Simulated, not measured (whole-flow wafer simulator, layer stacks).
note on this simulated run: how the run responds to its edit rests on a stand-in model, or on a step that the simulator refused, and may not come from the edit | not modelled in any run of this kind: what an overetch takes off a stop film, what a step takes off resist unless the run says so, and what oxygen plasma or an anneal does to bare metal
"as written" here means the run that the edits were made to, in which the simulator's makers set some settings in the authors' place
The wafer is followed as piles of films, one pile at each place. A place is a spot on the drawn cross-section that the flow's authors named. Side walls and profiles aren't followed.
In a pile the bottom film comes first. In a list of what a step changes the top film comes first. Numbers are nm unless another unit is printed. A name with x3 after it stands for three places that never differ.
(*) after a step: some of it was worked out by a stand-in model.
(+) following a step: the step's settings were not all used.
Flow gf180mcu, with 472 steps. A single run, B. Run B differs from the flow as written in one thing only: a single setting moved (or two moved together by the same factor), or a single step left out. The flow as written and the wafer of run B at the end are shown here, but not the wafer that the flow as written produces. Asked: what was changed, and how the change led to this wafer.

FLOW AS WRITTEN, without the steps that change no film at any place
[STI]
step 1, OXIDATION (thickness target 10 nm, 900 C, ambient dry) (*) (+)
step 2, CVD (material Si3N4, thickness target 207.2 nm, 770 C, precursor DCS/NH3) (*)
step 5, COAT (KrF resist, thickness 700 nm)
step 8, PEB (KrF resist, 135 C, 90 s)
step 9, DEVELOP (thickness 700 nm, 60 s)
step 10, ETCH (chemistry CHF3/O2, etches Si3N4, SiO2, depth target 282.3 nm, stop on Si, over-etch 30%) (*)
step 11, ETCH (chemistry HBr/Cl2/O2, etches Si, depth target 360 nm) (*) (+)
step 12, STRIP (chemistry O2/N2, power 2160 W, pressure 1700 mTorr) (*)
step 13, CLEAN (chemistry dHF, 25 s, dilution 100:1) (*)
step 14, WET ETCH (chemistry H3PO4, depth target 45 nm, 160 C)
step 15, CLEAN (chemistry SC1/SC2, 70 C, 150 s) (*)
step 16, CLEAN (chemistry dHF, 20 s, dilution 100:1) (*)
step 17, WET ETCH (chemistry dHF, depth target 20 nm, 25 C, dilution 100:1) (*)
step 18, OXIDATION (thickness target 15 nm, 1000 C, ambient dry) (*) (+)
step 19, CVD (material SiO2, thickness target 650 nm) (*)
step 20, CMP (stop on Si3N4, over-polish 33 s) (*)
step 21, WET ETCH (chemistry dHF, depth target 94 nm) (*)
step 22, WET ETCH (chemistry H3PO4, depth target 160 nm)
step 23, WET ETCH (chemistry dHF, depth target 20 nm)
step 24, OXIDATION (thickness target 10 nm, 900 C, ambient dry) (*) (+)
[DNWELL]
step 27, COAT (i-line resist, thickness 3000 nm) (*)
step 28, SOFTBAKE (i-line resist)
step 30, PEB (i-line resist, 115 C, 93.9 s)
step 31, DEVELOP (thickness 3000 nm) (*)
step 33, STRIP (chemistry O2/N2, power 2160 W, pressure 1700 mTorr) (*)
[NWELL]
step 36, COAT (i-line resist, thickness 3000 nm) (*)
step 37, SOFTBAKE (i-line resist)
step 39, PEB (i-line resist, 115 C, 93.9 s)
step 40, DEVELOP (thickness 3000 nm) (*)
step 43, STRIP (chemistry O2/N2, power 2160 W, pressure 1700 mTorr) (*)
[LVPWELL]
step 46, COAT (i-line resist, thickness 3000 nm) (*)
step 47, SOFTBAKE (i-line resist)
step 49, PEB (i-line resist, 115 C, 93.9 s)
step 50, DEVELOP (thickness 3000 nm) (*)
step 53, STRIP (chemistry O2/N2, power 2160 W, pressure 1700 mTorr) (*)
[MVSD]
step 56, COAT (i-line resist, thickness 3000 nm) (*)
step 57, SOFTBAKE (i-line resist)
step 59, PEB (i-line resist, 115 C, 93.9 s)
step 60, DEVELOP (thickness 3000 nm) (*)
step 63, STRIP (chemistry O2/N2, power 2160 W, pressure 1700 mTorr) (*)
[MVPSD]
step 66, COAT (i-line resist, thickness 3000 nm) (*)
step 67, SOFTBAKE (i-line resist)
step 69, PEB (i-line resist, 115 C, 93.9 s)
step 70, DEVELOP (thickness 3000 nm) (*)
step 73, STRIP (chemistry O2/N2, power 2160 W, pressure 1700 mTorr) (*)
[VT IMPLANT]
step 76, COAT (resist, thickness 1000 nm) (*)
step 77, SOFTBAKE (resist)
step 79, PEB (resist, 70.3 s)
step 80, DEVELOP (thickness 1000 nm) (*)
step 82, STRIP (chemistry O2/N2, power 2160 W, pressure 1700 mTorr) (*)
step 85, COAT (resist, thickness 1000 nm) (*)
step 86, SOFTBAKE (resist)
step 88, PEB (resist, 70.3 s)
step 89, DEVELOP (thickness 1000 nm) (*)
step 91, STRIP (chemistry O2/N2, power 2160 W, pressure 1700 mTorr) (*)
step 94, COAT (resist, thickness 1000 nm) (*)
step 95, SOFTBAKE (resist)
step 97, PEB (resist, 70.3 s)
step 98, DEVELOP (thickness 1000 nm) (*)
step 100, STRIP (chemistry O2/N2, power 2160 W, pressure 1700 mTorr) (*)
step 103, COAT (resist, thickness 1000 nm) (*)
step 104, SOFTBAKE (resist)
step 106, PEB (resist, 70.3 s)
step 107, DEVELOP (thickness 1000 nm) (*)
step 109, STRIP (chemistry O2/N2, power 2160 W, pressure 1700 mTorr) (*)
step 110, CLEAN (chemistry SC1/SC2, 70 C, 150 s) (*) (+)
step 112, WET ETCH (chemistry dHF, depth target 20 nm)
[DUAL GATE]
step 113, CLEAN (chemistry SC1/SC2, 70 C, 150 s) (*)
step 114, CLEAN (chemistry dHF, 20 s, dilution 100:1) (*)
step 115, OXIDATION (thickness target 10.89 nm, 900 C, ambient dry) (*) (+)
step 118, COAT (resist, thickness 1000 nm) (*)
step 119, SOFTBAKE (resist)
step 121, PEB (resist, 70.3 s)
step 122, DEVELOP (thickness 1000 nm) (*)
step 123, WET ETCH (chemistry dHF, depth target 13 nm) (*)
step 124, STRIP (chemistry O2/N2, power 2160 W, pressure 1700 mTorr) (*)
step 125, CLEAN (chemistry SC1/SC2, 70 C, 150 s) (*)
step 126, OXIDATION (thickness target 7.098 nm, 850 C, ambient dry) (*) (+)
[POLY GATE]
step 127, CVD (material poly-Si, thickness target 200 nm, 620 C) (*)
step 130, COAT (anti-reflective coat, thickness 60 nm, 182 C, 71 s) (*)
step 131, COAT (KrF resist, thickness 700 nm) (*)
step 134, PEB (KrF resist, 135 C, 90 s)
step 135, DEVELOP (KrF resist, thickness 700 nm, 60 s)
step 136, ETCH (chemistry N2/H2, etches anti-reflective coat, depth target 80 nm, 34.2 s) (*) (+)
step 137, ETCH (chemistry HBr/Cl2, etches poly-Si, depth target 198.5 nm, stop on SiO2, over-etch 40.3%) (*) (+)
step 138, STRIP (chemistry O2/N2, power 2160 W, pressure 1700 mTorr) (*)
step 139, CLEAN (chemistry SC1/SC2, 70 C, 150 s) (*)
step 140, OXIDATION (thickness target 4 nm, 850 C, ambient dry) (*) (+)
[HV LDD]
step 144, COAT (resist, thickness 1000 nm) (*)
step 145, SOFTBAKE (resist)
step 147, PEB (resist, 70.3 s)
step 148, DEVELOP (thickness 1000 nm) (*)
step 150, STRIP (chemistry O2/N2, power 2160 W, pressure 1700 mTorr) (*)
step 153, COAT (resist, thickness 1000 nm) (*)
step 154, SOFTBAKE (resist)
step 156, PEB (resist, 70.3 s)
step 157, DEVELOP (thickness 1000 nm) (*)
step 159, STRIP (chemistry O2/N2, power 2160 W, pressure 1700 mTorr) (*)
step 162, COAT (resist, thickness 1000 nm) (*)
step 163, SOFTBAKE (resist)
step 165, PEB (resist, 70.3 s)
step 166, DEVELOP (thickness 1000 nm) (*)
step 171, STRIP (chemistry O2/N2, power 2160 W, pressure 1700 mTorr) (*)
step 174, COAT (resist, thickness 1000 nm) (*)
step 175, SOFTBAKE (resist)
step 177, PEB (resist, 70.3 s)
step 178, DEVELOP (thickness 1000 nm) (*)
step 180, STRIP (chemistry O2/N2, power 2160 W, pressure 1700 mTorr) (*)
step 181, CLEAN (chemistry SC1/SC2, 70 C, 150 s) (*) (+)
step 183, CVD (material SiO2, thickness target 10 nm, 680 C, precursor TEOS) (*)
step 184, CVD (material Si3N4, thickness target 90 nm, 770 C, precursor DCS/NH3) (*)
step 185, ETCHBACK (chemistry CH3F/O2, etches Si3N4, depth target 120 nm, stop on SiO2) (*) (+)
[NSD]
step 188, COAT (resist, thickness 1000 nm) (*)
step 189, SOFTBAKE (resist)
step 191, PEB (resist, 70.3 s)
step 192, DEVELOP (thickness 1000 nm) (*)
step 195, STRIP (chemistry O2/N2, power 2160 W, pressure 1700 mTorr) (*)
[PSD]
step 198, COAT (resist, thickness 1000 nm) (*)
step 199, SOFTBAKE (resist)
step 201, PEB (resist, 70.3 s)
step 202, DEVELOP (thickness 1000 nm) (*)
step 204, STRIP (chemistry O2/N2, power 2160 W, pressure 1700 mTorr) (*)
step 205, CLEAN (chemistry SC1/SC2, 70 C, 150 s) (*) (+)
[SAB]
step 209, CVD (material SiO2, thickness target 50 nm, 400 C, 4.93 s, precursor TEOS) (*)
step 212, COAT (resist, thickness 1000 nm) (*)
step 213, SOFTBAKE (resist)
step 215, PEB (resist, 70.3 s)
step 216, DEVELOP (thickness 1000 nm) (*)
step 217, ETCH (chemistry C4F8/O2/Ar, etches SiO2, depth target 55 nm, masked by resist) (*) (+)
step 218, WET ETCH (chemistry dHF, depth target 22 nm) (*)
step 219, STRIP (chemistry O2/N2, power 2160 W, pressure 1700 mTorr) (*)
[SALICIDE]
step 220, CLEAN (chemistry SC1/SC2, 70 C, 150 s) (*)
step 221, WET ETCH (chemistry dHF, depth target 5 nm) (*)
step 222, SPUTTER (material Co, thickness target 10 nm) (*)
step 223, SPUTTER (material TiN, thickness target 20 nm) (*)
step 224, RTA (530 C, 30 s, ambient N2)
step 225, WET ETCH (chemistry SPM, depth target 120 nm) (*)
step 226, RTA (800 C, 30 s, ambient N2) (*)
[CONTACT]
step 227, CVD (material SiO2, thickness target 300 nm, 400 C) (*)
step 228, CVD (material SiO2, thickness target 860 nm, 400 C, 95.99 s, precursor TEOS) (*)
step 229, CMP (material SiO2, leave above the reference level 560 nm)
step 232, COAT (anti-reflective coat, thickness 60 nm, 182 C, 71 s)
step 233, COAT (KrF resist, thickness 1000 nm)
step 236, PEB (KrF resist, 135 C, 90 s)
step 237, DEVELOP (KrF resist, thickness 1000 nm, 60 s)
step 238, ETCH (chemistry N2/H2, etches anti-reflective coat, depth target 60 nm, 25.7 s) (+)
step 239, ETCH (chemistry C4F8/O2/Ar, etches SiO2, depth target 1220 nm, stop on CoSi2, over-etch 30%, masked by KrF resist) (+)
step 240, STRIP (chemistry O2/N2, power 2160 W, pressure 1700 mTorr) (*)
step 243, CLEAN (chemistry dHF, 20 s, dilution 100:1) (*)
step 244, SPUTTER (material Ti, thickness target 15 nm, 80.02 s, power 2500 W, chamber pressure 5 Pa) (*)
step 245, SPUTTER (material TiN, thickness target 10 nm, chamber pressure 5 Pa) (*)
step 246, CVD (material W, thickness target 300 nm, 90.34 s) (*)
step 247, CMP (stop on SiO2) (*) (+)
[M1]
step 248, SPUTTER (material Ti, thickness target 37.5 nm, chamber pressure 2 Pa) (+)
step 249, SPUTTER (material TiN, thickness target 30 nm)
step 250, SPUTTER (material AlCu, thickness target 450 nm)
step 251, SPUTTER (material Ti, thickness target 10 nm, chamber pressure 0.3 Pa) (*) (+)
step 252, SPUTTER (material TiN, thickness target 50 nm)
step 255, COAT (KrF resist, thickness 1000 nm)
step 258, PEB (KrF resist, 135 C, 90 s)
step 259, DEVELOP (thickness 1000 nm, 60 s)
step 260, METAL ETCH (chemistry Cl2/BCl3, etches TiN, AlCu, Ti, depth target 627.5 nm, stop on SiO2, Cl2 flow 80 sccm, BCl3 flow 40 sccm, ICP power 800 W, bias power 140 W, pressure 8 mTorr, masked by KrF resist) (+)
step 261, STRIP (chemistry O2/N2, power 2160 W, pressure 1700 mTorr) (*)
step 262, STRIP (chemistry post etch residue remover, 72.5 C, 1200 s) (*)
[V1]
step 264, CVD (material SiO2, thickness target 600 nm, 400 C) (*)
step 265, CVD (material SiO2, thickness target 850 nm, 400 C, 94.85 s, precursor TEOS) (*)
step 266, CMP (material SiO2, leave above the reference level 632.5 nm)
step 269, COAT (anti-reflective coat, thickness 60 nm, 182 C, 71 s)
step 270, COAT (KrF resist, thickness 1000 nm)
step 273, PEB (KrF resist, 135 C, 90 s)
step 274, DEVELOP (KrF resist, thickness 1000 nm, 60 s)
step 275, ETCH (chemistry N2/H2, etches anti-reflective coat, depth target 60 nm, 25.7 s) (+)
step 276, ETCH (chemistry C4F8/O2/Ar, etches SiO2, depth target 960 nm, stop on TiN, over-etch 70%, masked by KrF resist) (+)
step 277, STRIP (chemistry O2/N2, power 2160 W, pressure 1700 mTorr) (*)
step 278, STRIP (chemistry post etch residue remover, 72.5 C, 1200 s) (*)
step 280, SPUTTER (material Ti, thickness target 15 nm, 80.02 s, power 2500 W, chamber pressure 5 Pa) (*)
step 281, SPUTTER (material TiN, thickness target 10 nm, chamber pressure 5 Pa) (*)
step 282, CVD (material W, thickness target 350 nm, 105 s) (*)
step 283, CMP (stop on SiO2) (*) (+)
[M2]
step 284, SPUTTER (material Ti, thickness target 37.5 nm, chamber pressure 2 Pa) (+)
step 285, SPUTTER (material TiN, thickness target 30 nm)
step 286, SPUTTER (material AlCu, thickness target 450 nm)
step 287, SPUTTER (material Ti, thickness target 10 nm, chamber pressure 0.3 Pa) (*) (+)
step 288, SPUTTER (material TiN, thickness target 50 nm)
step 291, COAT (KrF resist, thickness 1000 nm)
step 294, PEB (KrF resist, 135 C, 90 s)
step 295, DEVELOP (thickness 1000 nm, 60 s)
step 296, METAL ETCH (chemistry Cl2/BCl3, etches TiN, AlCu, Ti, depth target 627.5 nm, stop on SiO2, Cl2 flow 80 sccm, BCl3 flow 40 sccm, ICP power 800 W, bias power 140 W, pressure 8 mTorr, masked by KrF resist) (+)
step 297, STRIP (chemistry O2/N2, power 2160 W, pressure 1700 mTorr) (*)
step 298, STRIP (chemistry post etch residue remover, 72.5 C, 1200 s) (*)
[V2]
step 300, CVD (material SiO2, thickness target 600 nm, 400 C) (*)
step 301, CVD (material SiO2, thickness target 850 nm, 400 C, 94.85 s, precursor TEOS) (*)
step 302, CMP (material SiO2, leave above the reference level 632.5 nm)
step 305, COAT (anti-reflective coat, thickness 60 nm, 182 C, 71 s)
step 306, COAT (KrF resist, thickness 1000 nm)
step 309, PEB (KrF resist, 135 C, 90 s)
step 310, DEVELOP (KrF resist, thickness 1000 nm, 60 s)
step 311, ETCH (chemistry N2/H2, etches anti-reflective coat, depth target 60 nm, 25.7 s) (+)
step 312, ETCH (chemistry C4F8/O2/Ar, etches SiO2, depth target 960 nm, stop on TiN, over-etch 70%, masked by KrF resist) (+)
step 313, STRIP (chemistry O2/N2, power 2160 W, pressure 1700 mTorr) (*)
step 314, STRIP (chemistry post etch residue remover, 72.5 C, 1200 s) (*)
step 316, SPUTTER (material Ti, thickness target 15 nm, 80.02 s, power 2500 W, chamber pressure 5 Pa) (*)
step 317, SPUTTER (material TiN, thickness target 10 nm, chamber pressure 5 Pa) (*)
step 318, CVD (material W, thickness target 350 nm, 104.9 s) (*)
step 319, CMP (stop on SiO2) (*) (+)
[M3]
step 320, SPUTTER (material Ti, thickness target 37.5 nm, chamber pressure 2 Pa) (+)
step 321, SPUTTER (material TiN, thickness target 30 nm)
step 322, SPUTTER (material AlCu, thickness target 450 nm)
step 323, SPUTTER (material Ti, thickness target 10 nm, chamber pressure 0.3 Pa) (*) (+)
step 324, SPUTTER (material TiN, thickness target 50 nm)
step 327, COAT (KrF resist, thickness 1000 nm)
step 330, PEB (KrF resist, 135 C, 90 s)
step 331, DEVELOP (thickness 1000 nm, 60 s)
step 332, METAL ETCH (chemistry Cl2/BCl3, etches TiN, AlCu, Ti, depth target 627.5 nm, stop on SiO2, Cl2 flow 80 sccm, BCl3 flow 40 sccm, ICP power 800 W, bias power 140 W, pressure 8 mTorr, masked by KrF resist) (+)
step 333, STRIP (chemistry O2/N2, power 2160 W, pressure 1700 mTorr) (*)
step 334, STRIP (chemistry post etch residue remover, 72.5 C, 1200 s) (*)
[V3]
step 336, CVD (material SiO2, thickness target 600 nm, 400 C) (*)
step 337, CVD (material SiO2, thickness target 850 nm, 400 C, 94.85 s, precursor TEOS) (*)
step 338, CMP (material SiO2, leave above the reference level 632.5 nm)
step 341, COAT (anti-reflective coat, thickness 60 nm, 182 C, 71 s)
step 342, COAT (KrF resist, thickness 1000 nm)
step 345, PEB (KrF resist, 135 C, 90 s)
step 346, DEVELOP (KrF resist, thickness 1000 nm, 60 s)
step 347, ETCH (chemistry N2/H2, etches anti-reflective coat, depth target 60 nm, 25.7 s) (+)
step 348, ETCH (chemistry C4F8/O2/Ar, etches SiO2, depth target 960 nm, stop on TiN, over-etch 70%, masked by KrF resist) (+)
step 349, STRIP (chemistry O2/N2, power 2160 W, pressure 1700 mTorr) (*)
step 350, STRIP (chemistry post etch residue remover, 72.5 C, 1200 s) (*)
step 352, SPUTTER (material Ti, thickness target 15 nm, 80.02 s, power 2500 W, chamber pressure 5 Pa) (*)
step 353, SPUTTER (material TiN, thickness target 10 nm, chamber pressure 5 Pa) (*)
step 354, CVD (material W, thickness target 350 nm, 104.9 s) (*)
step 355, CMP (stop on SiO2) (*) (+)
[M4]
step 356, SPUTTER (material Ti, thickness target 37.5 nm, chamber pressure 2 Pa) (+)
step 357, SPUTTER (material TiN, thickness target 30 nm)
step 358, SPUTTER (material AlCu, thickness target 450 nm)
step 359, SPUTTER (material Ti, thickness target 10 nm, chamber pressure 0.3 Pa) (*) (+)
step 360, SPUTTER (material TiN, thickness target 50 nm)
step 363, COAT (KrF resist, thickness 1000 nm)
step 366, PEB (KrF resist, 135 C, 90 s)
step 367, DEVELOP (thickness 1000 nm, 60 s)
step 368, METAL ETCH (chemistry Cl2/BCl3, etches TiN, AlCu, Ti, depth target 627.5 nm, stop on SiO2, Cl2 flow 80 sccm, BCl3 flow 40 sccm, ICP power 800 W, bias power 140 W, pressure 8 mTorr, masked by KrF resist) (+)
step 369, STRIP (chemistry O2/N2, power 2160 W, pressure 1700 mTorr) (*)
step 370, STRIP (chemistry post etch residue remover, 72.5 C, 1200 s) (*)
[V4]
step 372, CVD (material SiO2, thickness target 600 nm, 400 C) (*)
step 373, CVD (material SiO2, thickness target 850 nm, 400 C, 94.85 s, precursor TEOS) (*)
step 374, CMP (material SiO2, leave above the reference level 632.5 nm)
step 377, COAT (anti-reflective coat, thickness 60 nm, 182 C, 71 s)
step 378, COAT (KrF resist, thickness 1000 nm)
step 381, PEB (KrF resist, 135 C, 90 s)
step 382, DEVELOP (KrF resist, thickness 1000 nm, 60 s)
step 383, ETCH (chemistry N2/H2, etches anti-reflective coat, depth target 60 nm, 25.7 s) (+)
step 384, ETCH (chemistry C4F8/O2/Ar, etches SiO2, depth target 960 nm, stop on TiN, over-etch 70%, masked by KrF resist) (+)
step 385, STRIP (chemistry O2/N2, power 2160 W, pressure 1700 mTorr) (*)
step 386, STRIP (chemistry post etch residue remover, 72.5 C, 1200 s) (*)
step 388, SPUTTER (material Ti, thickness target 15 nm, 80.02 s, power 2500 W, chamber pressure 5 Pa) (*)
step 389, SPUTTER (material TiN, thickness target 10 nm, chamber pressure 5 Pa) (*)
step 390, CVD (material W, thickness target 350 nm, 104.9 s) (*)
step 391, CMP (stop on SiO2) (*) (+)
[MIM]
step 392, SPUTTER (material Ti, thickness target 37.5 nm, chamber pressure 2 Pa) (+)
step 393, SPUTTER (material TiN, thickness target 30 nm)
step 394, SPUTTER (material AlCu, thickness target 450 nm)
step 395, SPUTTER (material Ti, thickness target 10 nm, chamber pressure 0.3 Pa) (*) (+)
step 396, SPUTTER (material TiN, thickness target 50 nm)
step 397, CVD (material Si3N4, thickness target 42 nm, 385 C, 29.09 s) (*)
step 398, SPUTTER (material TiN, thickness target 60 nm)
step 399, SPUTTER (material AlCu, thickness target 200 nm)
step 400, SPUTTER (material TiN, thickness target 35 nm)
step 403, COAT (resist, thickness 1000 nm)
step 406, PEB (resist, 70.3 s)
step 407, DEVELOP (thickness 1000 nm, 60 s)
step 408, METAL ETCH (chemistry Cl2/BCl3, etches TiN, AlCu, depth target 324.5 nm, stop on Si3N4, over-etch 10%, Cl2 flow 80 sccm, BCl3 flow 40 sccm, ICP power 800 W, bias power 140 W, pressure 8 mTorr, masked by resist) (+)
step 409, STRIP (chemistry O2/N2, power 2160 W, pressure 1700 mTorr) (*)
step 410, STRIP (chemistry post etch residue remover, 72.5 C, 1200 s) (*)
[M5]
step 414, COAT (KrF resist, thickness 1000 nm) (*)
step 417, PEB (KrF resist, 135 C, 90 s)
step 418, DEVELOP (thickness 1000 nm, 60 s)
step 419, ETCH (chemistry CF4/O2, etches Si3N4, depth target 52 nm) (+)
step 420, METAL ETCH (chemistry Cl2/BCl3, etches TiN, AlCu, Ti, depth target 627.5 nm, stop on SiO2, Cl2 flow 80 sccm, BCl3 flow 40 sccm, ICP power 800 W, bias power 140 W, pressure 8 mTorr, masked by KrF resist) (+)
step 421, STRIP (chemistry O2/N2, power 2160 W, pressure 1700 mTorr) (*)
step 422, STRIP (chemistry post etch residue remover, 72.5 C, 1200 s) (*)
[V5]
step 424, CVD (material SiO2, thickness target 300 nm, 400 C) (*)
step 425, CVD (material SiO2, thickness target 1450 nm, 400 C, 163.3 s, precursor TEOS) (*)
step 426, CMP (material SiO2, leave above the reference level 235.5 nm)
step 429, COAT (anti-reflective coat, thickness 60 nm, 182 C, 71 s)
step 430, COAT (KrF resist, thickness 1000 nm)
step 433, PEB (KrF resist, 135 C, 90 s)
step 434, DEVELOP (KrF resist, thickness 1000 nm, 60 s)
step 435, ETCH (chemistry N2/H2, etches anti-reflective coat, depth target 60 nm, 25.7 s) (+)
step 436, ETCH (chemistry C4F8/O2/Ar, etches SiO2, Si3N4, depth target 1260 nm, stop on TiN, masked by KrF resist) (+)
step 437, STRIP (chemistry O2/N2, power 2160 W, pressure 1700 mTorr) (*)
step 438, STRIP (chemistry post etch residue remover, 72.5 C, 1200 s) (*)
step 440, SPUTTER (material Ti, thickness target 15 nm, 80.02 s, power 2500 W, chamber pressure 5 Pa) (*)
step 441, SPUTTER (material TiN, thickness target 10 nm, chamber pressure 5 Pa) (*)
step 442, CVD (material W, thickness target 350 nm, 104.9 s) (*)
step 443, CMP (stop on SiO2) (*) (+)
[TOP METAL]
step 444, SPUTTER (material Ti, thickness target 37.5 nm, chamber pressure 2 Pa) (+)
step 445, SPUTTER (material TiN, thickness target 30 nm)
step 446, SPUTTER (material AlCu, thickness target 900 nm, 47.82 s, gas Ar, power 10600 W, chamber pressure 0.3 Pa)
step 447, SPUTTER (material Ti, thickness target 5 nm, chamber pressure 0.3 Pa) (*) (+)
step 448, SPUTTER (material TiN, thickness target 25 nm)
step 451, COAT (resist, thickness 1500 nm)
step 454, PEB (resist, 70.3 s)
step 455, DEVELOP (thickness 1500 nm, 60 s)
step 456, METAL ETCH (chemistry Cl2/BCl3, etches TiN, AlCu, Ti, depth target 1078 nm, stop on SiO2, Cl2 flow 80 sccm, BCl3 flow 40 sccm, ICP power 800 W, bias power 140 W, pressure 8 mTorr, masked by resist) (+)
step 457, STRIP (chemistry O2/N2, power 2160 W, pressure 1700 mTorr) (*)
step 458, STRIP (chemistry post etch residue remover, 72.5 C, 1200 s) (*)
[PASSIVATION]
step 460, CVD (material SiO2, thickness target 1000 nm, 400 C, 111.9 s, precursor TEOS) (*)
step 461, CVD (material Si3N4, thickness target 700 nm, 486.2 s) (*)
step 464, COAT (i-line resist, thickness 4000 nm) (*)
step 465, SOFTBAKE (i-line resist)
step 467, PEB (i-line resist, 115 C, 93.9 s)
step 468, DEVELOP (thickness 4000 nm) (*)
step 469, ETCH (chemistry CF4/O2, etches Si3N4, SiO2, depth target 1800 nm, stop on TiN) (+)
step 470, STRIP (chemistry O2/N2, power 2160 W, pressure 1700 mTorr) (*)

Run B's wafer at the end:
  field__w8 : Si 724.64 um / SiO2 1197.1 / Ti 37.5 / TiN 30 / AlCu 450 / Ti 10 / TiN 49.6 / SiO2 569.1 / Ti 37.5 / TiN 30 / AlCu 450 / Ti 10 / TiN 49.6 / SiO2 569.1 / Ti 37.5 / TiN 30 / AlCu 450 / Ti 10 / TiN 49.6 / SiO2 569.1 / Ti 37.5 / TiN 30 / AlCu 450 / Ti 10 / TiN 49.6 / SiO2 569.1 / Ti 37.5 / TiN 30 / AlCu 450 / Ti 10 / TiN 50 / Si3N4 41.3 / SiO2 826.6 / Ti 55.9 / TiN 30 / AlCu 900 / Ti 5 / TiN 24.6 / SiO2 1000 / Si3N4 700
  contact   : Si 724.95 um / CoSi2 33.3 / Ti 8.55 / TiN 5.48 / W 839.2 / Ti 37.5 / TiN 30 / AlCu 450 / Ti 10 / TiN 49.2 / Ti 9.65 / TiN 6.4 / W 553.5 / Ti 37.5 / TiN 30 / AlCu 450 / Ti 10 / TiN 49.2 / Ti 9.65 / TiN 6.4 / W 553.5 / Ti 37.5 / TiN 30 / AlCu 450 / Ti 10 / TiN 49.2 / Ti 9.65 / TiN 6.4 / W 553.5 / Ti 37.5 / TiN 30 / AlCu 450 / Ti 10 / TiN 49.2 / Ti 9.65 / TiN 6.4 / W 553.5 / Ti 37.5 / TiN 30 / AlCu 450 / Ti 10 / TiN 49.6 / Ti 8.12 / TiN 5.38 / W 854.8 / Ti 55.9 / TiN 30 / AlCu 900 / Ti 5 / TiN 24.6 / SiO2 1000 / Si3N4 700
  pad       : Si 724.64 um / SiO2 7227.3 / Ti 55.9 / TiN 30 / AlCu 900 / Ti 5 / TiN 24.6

What caused this: step 444, SPUTTER: thickness target 55.9 nm was run, though the flow has thickness target 37.5 nm.
The wafer lets one read it off: field__w8 has Ti 55.9, and step 444 as written asks for 37.5 nm.

Step by step, how the change led to this:
  step 444, SPUTTER (material Ti, thickness target 37.5 nm, chamber pressure 2 Pa) (+)
      field, field__w1, field__w2 and 109 more: +55.9 Ti (new film) (it would be, as written: +37.5 Ti (new film))
  step 456, METAL ETCH (chemistry Cl2/BCl3, etches TiN, AlCu, Ti, depth target 1078 nm, stop on SiO2, Cl2 flow 80 sccm, BCl3 flow 40 sccm, ICP power 800 W, bias power 140 W, pressure 8 mTorr, masked by resist) (+)
      field, field__w1, field__w2 and 103 more: -25 TiN (all of it), -5 Ti (all of it), -900 AlCu (all of it), -30 TiN (all of it), -55.9 Ti (all of it) (it would be, as written: -25 TiN (all of it), -5 Ti (all of it), -900 AlCu (all of it), -30 TiN (all of it), -37.5 Ti (all of it))
  step 465, SOFTBAKE (i-line resist)
      gate: -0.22 i-line resist (it would be, as written: +1.79 i-line resist)
      ld_acc_p, ld_fp_p, ld_drift_p: +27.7 i-line resist (it would be, as written: +33.8 i-line resist)
      (also at 62 further places)
